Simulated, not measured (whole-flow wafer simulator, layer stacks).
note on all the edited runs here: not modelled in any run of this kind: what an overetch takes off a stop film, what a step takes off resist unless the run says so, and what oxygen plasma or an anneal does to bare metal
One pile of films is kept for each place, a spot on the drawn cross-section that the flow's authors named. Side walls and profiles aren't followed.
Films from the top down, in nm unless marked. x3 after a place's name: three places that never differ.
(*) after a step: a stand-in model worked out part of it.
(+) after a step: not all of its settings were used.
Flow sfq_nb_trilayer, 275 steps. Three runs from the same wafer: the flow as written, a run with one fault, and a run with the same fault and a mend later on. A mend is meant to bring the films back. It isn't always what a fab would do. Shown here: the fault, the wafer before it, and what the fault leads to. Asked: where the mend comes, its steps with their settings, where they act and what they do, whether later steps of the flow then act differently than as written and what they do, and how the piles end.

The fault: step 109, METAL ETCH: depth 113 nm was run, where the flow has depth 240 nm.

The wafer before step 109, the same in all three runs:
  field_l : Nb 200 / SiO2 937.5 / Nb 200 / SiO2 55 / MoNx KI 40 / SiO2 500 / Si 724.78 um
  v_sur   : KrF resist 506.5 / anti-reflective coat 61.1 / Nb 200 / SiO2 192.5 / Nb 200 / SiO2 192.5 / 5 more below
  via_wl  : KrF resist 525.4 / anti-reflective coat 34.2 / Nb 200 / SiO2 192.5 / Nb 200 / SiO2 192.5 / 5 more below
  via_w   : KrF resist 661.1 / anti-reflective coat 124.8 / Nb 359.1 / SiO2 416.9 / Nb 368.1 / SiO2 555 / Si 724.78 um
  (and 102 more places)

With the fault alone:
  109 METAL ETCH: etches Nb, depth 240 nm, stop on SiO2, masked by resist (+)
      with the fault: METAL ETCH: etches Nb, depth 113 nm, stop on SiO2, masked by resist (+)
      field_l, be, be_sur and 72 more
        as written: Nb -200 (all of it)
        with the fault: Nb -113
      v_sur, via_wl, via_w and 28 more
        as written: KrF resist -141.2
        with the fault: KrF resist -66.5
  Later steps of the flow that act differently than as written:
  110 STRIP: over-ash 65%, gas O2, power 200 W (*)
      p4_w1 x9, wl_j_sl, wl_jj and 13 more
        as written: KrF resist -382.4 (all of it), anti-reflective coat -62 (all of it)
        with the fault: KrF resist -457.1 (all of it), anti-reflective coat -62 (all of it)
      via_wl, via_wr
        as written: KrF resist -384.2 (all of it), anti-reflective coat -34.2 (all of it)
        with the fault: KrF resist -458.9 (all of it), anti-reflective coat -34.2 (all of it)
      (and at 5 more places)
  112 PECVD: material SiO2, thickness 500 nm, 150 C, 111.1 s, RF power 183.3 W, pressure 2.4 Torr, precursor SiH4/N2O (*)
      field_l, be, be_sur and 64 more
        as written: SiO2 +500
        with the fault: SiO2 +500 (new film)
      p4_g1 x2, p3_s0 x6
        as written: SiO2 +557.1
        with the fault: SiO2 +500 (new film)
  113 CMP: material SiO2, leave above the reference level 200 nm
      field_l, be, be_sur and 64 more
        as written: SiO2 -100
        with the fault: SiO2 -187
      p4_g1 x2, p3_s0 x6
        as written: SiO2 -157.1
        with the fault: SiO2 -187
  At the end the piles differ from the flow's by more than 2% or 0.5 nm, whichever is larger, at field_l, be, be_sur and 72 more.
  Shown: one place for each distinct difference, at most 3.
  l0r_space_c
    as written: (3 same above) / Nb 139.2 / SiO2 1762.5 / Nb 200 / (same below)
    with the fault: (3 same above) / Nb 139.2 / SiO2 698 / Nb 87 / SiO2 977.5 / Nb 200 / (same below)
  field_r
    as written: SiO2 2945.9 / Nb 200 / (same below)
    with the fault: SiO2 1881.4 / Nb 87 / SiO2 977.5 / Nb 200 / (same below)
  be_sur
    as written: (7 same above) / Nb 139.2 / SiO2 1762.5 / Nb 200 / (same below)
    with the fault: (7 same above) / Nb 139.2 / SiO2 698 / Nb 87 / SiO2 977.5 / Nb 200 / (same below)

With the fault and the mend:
  The mend comes after step 109.
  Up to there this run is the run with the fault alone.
  109a METAL ETCH: etches Nb, depth 127 nm, stop on SiO2, masked by resist (+) (the flow's step 109 once more, with other settings)
      field_l, be, be_sur and 72 more
        Nb -87 (all of it)
      v_sur, via_wl, via_w and 28 more
        KrF resist -74.7
  No later step of the flow acts differently than as written at any place that is followed.
  At the end the piles are the same as the flow's at every place that both follow.
